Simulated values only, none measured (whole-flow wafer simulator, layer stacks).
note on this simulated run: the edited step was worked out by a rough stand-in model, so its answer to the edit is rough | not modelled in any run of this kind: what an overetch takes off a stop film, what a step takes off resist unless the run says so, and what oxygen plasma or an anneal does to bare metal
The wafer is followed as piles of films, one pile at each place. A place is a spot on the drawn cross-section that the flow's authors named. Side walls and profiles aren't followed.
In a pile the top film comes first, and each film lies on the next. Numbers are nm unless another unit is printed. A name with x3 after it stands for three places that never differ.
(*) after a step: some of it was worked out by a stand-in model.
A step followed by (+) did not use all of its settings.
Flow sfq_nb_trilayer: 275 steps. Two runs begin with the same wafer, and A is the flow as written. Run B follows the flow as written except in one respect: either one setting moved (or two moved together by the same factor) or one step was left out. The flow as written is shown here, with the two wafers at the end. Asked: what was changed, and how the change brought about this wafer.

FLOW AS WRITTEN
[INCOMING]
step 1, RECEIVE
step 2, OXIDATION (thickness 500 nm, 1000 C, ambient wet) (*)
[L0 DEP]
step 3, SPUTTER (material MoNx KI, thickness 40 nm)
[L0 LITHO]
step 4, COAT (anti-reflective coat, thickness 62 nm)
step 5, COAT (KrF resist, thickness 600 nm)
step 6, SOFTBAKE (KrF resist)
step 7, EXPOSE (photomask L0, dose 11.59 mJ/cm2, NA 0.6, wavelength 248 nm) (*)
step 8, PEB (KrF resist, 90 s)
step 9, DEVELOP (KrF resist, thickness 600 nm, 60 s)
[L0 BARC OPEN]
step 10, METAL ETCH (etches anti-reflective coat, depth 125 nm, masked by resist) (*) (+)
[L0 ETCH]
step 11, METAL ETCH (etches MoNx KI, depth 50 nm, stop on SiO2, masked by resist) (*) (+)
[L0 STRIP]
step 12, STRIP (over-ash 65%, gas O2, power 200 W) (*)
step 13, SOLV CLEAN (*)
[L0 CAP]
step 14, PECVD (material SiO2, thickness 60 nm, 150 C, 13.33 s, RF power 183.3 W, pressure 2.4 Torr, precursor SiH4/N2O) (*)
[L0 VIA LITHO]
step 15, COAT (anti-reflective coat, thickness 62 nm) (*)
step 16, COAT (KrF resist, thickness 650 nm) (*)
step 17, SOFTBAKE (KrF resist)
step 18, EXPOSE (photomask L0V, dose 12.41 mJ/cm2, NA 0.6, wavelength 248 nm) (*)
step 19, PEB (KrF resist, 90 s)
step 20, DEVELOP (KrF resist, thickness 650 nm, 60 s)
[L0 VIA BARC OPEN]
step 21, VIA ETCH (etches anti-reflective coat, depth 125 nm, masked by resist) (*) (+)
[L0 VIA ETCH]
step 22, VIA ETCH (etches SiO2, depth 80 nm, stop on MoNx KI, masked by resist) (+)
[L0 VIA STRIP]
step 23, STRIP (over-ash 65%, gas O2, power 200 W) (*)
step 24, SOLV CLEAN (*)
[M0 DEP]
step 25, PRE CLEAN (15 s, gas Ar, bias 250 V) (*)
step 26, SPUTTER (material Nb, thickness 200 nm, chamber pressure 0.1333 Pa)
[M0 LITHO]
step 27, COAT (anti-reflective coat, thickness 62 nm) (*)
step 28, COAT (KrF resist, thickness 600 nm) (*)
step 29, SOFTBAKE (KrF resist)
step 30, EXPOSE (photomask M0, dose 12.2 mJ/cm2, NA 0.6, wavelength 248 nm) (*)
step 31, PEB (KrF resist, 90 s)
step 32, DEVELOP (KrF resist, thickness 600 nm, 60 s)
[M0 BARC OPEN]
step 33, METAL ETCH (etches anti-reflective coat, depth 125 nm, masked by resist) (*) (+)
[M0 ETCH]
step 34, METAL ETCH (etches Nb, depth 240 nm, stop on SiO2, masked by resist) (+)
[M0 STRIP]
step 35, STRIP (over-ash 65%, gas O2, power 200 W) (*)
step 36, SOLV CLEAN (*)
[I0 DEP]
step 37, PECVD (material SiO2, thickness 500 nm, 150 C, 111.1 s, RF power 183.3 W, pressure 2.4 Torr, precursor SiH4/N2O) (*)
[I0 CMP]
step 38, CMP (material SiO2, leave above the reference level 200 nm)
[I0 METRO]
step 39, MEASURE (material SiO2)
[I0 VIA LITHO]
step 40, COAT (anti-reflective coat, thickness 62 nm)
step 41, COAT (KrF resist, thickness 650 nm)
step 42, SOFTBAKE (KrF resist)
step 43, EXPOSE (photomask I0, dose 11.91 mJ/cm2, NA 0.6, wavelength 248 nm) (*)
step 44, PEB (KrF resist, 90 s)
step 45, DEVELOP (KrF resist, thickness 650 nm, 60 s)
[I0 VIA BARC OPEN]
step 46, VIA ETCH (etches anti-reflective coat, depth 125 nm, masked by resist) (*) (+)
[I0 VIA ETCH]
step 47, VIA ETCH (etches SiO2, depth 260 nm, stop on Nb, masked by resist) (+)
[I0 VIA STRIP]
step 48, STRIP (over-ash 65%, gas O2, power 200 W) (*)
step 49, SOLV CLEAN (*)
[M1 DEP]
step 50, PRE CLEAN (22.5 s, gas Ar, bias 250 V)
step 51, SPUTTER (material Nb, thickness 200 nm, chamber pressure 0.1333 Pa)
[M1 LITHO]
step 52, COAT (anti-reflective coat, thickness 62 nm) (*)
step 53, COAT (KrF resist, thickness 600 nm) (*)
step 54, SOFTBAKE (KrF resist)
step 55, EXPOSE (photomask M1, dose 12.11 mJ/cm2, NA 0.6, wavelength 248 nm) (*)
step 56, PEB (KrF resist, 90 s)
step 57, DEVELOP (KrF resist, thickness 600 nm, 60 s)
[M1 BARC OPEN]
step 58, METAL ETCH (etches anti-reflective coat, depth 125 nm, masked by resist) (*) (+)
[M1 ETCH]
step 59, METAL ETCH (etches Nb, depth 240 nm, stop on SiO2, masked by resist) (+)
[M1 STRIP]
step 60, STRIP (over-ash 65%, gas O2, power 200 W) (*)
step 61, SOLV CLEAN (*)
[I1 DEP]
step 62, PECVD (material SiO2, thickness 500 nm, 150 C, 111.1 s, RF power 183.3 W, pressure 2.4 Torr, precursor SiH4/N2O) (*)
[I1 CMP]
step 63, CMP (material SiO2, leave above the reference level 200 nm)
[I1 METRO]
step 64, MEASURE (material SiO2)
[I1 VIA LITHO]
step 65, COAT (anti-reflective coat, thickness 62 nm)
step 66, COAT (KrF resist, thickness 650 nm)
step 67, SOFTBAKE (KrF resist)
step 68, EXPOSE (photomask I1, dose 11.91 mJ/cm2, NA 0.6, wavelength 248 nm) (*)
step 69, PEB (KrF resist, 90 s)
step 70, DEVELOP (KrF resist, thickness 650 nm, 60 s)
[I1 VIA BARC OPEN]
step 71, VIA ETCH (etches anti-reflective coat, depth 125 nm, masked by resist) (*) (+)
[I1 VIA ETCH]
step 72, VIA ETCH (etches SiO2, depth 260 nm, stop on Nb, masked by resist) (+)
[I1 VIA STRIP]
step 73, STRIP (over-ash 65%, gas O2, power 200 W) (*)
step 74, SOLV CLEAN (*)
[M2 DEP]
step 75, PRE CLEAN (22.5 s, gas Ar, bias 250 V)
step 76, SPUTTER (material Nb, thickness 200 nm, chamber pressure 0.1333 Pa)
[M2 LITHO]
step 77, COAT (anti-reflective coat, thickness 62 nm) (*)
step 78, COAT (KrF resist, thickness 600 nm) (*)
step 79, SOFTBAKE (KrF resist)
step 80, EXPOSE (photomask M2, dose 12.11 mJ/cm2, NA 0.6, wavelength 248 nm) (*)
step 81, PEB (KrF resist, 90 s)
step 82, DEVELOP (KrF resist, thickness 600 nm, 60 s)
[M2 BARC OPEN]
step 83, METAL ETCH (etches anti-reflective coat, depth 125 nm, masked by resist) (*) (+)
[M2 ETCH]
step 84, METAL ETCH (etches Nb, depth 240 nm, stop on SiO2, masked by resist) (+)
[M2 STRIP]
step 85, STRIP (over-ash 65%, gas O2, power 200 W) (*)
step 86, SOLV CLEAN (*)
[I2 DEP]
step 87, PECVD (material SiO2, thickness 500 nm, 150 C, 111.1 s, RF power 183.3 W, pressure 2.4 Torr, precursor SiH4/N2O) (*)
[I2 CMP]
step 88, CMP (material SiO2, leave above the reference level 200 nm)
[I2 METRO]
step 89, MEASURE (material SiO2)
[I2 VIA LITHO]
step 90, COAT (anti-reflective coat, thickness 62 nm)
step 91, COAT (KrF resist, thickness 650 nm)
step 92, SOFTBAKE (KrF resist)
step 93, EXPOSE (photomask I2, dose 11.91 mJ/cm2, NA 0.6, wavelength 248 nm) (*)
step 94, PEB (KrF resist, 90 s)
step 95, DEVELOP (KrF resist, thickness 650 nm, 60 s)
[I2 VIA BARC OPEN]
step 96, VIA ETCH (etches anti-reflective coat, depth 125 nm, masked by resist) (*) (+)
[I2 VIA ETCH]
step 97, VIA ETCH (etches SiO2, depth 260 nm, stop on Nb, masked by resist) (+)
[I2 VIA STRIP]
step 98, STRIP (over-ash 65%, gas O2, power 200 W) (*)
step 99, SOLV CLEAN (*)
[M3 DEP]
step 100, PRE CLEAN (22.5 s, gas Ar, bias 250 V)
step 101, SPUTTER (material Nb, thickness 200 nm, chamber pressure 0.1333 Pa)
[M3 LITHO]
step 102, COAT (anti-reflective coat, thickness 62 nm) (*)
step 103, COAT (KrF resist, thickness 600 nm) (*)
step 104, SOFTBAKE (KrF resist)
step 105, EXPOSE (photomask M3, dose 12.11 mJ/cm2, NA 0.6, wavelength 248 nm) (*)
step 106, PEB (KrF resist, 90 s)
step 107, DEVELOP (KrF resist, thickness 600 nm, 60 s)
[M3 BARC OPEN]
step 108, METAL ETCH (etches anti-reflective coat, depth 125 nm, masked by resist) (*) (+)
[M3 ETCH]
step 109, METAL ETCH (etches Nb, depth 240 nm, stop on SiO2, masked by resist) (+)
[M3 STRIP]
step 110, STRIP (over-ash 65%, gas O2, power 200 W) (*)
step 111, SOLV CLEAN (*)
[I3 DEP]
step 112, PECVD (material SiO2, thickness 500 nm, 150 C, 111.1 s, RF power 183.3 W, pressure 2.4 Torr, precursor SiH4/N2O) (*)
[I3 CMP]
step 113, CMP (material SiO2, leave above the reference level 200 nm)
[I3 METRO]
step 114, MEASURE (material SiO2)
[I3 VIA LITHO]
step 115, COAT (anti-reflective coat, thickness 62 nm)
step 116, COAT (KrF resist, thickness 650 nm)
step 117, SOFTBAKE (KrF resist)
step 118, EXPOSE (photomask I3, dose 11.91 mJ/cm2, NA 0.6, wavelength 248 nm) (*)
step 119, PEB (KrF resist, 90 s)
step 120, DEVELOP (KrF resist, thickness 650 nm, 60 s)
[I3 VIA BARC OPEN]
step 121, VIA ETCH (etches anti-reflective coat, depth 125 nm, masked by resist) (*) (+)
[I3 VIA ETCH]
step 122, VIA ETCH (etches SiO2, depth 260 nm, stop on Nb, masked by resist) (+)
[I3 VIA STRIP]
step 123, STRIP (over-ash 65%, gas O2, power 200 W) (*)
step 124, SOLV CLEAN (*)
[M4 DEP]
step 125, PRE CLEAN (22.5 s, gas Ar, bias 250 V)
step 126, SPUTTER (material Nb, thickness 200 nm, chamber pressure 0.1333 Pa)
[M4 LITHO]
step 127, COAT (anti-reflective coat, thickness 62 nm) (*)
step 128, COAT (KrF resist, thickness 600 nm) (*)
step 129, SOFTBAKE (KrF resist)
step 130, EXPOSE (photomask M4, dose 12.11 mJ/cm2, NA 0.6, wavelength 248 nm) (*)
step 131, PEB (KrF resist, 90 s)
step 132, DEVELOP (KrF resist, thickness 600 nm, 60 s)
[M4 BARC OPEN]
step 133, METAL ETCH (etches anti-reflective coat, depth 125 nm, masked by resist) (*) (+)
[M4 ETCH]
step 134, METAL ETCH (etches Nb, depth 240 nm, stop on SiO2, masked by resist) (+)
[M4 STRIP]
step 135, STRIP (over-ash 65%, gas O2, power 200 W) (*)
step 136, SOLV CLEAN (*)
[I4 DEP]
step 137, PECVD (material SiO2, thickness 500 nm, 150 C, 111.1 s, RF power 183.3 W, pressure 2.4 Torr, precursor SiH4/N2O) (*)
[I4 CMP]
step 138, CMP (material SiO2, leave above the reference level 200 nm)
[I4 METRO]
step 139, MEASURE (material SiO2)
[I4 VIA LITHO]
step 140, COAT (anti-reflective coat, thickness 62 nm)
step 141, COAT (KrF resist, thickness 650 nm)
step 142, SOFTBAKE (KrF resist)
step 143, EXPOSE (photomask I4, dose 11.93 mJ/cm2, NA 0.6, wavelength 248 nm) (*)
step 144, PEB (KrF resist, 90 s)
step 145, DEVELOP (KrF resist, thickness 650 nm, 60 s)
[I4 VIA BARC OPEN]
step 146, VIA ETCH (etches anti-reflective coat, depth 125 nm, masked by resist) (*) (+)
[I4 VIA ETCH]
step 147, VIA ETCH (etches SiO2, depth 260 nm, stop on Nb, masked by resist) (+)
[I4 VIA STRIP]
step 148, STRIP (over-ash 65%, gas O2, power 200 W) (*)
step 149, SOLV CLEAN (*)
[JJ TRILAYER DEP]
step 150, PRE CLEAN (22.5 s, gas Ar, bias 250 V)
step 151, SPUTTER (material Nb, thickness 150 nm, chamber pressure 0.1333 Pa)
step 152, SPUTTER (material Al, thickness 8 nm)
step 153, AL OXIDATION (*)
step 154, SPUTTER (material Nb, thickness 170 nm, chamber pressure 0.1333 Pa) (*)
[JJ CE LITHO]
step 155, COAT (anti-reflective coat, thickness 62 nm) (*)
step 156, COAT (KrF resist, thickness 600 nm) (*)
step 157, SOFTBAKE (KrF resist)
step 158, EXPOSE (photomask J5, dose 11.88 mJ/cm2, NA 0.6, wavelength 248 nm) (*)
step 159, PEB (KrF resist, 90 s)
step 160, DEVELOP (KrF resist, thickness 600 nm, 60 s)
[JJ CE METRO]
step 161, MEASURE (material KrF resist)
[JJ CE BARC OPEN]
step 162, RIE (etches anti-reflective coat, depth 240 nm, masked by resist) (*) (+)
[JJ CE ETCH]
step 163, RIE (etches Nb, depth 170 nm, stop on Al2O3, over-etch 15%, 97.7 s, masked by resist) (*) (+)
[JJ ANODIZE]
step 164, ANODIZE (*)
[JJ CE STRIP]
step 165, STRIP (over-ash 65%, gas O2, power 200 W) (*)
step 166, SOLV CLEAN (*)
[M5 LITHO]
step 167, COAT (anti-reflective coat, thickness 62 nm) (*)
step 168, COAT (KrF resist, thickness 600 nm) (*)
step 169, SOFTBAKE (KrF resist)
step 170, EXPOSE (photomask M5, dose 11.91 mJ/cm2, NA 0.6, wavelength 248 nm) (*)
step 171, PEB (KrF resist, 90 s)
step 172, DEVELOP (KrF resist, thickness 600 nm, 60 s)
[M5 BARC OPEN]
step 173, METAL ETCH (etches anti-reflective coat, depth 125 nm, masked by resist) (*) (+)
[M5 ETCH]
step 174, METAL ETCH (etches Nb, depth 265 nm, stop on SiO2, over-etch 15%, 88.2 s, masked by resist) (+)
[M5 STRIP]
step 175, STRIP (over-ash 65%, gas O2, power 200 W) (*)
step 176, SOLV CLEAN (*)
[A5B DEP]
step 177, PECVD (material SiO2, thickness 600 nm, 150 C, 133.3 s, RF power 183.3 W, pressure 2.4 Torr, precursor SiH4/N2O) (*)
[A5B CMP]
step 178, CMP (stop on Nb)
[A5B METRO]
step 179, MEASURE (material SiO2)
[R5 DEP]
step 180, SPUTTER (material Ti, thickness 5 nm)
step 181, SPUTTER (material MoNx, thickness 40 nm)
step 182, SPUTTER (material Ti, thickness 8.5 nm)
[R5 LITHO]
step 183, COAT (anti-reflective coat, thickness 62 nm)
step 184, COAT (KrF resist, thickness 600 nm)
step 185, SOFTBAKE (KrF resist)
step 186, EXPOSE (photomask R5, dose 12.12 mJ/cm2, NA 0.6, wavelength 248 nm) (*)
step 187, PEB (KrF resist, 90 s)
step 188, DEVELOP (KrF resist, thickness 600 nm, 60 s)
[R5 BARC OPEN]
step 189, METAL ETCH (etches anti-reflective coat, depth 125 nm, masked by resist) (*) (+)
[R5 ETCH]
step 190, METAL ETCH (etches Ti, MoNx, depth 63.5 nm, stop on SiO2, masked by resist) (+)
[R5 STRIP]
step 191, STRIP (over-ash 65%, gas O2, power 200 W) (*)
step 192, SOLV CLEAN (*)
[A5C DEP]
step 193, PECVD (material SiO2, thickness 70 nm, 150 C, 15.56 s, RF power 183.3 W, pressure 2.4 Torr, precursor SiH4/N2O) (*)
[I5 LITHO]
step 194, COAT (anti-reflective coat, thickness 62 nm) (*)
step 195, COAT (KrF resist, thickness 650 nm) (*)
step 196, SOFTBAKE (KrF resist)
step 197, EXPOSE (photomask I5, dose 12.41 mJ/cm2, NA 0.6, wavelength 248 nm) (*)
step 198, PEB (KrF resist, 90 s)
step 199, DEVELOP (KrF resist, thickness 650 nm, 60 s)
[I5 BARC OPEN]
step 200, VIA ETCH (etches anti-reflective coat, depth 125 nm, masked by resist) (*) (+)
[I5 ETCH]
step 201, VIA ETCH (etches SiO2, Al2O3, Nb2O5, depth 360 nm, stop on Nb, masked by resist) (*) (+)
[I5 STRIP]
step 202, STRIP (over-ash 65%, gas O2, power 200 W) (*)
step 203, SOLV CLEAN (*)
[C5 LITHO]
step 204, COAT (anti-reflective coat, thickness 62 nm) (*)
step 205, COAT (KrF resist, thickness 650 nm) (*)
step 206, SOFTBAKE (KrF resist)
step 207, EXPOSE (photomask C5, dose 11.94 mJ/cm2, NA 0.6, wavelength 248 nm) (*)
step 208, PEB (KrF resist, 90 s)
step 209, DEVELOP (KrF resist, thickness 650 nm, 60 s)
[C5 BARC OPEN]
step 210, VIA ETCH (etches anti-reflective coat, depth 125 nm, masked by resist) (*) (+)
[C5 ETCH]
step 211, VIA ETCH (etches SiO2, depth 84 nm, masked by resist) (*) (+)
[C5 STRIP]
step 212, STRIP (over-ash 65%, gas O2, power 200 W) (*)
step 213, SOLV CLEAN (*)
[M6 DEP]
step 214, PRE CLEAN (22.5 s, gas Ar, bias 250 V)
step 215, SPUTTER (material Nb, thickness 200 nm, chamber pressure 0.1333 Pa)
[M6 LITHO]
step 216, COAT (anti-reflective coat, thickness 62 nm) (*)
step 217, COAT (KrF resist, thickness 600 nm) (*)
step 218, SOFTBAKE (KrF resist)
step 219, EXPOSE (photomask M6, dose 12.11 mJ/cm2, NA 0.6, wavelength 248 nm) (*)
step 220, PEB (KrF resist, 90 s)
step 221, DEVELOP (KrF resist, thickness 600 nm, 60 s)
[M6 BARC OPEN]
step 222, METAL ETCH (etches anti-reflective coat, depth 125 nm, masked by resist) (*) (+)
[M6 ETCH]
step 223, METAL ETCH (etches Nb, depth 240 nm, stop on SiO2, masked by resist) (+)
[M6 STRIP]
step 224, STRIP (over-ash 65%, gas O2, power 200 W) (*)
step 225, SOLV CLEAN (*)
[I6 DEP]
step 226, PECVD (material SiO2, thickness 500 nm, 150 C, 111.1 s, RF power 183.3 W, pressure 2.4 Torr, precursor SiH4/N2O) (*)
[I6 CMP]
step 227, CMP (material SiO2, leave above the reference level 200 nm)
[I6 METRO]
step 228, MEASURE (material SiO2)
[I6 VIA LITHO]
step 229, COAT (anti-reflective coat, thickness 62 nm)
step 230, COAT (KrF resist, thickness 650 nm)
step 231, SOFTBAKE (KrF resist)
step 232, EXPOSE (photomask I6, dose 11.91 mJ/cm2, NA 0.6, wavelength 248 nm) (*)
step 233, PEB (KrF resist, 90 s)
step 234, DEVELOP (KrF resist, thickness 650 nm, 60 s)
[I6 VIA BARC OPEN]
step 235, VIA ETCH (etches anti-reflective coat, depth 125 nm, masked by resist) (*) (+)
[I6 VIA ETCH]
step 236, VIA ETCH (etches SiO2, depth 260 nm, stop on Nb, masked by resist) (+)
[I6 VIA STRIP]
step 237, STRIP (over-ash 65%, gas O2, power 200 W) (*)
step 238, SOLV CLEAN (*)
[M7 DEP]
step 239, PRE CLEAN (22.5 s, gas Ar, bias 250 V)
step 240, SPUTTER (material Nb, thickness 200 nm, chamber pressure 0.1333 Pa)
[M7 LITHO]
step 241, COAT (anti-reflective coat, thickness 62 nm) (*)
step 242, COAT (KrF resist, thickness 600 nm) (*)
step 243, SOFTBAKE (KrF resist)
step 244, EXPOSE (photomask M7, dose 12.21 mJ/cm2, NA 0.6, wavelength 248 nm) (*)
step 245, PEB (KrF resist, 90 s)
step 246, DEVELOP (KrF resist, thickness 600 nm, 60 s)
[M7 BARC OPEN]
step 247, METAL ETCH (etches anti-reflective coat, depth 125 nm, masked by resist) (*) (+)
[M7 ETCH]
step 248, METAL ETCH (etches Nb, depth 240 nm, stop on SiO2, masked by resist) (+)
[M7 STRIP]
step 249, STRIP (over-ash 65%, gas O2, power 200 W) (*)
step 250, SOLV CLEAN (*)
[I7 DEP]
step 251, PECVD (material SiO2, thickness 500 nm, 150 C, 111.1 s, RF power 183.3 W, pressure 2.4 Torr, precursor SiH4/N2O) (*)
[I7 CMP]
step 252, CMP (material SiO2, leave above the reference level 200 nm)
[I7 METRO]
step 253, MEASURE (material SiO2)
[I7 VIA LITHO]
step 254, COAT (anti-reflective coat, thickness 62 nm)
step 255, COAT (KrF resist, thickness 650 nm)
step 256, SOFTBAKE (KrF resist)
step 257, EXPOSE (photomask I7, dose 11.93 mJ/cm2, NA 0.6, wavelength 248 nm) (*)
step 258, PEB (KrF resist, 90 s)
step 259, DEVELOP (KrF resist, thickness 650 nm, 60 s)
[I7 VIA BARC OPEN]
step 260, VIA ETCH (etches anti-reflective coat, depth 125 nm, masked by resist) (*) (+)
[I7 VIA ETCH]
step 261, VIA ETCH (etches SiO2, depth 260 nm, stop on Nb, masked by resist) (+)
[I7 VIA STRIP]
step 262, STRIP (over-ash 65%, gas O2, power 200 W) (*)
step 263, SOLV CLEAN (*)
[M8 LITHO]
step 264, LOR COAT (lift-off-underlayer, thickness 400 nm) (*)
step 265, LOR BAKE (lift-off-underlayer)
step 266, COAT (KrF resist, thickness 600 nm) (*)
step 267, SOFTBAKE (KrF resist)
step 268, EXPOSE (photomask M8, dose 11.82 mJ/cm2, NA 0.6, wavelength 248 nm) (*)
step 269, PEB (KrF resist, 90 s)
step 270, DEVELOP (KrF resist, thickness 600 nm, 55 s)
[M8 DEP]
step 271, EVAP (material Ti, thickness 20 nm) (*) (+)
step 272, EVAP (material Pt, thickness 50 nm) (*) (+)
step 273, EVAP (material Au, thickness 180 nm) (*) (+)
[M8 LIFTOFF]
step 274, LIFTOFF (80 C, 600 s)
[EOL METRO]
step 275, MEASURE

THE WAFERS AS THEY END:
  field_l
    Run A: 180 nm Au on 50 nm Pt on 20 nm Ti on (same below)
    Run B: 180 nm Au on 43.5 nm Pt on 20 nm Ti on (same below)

Cause: step 272, EVAP: thickness 43.5 nm was run, while the flow as written has thickness 50 nm.
The wafer lets one read it off: field_l has Pt 43.5, and step 272 as written asks for 50 nm.

Step by step, how the change led to this:
  step 272, EVAP (material Pt, thickness 50 nm) (*) (+)
      field_l, v_sur, via_wl and 103 more: A +50 Pt (new film) | B +43.5 Pt (new film)
  step 274, LIFTOFF (80 C, 600 s)
      p4_fl, p4_fm, p4_w1 and 71 more: A -180 Au (all of it), -50 Pt (all of it), -20 Ti (all of it), -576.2 KrF resist (all of it), -400 lift-off-underlayer (all of it) | B -180 Au (all of it), -43.5 Pt (all of it), -20 Ti (all of it), -576.2 KrF resist (all of it), -400 lift-off-underlayer (all of it)
      c5j, ce_r: A -180 Au (all of it), -50 Pt (all of it), -20 Ti (all of it), -573.3 KrF resist (all of it), -399.3 lift-off-underlayer (all of it) | B -180 Au (all of it), -43.5 Pt (all of it), -20 Ti (all of it), -573.3 KrF resist (all of it), -399.3 lift-off-underlayer (all of it)
      (as well as at 19 more places)
